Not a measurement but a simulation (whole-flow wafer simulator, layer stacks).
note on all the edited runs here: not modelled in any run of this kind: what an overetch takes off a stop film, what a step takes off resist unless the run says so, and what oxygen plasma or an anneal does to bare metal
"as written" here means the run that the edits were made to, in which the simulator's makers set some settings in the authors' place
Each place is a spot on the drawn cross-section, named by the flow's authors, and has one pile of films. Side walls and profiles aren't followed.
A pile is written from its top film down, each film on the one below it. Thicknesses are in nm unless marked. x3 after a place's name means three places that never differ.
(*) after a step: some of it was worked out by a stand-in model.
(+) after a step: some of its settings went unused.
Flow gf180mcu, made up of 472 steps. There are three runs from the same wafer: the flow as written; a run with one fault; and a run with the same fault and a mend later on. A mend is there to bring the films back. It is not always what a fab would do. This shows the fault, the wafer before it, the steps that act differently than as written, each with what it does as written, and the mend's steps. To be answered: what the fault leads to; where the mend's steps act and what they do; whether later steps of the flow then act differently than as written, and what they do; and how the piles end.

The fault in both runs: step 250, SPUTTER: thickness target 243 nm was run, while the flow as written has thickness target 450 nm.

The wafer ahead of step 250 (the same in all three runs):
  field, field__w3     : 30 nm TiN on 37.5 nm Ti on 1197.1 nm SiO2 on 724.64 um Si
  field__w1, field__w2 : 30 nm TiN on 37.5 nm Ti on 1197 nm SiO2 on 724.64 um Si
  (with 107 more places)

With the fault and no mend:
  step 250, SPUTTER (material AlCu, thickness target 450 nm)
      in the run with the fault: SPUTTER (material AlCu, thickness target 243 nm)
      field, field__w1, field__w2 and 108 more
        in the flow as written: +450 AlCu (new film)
        in the run with the fault: +243 AlCu (new film)
  Steps later in the flow that act otherwise than as written:
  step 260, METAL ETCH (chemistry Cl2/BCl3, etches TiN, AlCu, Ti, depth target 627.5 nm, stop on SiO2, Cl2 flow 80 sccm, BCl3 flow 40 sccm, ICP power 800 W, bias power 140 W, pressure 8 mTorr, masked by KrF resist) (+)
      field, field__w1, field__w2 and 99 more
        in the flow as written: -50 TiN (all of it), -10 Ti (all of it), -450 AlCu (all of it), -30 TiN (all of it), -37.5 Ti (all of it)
        in the run with the fault: -50 TiN (all of it), -10 Ti (all of it), -243 AlCu (all of it), -30 TiN (all of it), -37.5 Ti (all of it)
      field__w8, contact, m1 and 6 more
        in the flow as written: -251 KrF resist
        in the run with the fault: -222.3 KrF resist
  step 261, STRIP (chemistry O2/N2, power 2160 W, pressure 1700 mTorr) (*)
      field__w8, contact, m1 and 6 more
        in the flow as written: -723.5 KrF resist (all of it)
        in the run with the fault: -752.2 KrF resist (all of it)
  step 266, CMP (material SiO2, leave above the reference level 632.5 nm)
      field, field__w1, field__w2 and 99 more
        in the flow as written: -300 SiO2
        in the run with the fault: -507 SiO2
  The piles end different from the flow's at field, field__w1, field__w2 and 109 more by more than 2% or 0.5 nm, whichever is larger.
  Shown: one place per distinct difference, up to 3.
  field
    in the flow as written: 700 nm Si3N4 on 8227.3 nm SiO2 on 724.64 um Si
    in the run with the fault: 700 nm Si3N4 on 8020.3 nm SiO2 on 724.64 um Si
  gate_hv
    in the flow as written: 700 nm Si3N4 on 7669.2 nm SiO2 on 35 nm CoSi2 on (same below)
    in the run with the fault: 700 nm Si3N4 on 7462.2 nm SiO2 on 35 nm CoSi2 on (same below)
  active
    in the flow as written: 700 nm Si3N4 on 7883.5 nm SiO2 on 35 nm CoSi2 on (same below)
    in the run with the fault: 700 nm Si3N4 on 7676.5 nm SiO2 on 35 nm CoSi2 on (same below)

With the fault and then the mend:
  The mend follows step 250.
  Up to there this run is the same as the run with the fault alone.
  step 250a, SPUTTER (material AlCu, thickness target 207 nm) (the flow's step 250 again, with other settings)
      field, field__w1, field__w2 and 108 more
        +207 AlCu
  None of the later steps of the flow acts differently than as written at any place that is followed.
  The piles end the same as the flow's at every place that both follow.
